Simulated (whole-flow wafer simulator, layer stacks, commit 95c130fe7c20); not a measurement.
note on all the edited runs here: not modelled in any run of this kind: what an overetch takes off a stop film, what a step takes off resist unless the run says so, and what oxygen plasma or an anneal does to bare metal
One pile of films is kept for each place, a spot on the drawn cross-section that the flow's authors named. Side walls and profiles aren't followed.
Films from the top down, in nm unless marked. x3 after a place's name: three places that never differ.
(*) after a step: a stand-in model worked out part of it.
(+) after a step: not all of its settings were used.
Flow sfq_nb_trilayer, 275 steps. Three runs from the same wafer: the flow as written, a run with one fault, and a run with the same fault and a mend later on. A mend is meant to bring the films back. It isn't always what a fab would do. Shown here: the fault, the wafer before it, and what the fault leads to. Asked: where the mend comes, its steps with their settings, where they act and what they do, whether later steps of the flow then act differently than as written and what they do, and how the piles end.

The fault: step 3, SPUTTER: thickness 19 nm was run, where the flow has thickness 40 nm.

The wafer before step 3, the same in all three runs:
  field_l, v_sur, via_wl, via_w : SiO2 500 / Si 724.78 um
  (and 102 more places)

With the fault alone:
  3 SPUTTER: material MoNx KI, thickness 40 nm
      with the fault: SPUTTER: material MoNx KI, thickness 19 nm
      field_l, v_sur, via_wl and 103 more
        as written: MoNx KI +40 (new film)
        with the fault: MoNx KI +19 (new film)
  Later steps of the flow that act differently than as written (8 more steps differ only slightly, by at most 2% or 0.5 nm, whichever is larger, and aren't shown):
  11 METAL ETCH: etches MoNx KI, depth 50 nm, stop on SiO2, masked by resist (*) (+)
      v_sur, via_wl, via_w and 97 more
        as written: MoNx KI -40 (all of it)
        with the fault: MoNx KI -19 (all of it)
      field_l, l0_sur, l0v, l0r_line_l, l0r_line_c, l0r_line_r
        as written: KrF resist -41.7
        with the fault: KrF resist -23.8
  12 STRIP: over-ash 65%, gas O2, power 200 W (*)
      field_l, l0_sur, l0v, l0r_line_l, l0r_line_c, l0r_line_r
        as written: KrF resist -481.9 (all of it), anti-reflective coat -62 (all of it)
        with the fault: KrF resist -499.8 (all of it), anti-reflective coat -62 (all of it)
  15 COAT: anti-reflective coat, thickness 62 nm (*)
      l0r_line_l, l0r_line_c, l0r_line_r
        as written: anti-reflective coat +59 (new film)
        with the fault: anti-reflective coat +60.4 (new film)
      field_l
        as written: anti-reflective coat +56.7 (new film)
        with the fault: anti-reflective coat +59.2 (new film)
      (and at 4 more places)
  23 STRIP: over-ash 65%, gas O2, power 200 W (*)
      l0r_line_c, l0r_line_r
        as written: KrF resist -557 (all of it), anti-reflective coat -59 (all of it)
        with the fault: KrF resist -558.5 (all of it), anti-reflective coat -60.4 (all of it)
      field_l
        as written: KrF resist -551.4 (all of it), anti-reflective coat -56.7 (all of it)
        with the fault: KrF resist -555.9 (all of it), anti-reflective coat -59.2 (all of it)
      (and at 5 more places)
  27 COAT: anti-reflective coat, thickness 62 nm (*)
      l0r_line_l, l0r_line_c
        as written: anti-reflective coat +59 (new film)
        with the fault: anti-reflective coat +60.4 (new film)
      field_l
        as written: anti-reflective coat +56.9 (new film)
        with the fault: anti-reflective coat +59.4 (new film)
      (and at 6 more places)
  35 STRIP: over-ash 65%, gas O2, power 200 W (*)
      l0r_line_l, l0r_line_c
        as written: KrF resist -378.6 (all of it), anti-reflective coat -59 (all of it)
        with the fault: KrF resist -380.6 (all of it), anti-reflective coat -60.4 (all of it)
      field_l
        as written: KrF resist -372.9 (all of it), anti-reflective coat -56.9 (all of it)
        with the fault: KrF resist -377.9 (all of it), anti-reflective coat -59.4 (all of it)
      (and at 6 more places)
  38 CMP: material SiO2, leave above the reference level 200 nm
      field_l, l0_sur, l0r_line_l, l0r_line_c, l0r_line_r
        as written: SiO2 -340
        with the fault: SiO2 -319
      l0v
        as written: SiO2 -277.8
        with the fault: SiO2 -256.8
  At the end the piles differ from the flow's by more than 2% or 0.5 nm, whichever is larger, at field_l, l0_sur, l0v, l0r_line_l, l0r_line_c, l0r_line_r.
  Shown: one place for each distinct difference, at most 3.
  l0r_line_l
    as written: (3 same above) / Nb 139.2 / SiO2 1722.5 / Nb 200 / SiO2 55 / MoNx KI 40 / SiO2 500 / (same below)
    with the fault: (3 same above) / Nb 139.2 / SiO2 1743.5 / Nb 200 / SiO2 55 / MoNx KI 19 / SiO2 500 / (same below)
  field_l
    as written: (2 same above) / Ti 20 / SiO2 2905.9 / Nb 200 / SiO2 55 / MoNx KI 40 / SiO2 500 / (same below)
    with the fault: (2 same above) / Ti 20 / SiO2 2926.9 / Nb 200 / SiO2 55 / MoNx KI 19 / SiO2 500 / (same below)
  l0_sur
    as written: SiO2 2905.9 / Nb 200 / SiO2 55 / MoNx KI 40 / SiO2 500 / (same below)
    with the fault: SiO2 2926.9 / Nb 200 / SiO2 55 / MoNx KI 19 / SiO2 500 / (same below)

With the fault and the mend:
  The mend comes after step 9.
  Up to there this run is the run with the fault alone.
  9a STRIP: over-ash 65%, gas O2, power 200 W (*)
      v_sur, via_wl, via_w and 97 more
        anti-reflective coat -62 (all of it)
      field_l, l0_sur, l0v, l0r_line_l, l0r_line_c, l0r_line_r
        KrF resist -575.2 (all of it), anti-reflective coat -62 (all of it)
  9b SPUTTER: material MoNx KI, thickness 21 nm (the flow's step 3 once more, with other settings)
      field_l, v_sur, via_wl and 103 more
        MoNx KI +21
  9c COAT: anti-reflective coat, thickness 62 nm (the flow's step 4 once more)
      field_l, v_sur, via_wl and 103 more
        anti-reflective coat +62 (new film)
  9d COAT: KrF resist, thickness 600 nm (the flow's step 5 once more)
      field_l, v_sur, via_wl and 103 more
        KrF resist +600 (new film)
  9e SOFTBAKE: KrF resist (the flow's step 6 once more)
      changes no film at any place that is followed
  9f EXPOSE: photomask L0, dose 11.59 mJ/cm2, NA 0.6, wavelength 248 nm (*) (the flow's step 7 once more)
      changes no film at any place that is followed
  9g PEB: KrF resist, 90 s (the flow's step 8 once more)
      field_l, v_sur, via_wl and 103 more
        KrF resist -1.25
  9h DEVELOP: KrF resist, thickness 600 nm, 60 s (the flow's step 9 once more)
      v_sur, via_wl, via_w and 97 more
        KrF resist -598.7 (all of it)
      field_l, l0_sur, l0v, l0r_line_l, l0r_line_c, l0r_line_r
        KrF resist -23.5
  No later step of the flow acts differently than as written at any place that is followed.
  At the end the piles are the same as the flow's at every place that both follow.
